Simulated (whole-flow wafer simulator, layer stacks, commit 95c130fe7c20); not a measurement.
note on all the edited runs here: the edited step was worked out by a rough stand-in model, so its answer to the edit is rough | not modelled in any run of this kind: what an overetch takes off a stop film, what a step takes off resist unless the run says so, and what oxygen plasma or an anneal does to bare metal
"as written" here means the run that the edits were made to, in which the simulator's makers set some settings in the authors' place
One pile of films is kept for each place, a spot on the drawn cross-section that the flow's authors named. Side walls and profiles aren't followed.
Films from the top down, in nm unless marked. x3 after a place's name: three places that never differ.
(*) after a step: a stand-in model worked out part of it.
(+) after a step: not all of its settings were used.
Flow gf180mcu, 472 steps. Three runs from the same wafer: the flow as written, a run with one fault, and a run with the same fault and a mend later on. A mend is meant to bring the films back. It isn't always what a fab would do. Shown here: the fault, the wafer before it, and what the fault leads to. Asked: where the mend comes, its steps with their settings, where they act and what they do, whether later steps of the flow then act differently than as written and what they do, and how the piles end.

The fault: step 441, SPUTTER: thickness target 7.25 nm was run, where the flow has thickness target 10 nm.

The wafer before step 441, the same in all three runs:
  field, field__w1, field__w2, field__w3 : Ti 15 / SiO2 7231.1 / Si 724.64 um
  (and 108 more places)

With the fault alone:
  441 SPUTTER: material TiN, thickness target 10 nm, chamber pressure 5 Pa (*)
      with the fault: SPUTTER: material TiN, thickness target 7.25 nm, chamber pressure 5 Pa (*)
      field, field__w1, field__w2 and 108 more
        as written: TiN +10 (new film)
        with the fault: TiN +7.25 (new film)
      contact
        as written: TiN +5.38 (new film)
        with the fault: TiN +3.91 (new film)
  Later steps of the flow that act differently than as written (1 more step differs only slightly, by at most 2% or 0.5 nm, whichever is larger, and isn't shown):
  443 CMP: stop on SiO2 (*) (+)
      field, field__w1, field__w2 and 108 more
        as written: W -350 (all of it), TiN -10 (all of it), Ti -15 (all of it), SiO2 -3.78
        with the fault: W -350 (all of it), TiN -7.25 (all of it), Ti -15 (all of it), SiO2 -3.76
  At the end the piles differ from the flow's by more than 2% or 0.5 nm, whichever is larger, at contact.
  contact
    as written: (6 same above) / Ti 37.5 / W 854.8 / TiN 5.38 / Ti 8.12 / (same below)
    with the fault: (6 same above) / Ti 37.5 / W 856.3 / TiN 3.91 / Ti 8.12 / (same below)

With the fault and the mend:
  The mend comes after step 441.
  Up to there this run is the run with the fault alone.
  441a SPUTTER: material TiN, thickness target 2.75 nm, chamber pressure 5 Pa (*) (the flow's step 441 once more, with other settings)
      field, field__w1, field__w2 and 108 more
        TiN +2.75
      contact
        TiN +1.48
  No later step of the flow acts differently than as written at any place that is followed.
  At the end the piles are the same as the flow's at every place that both follow.
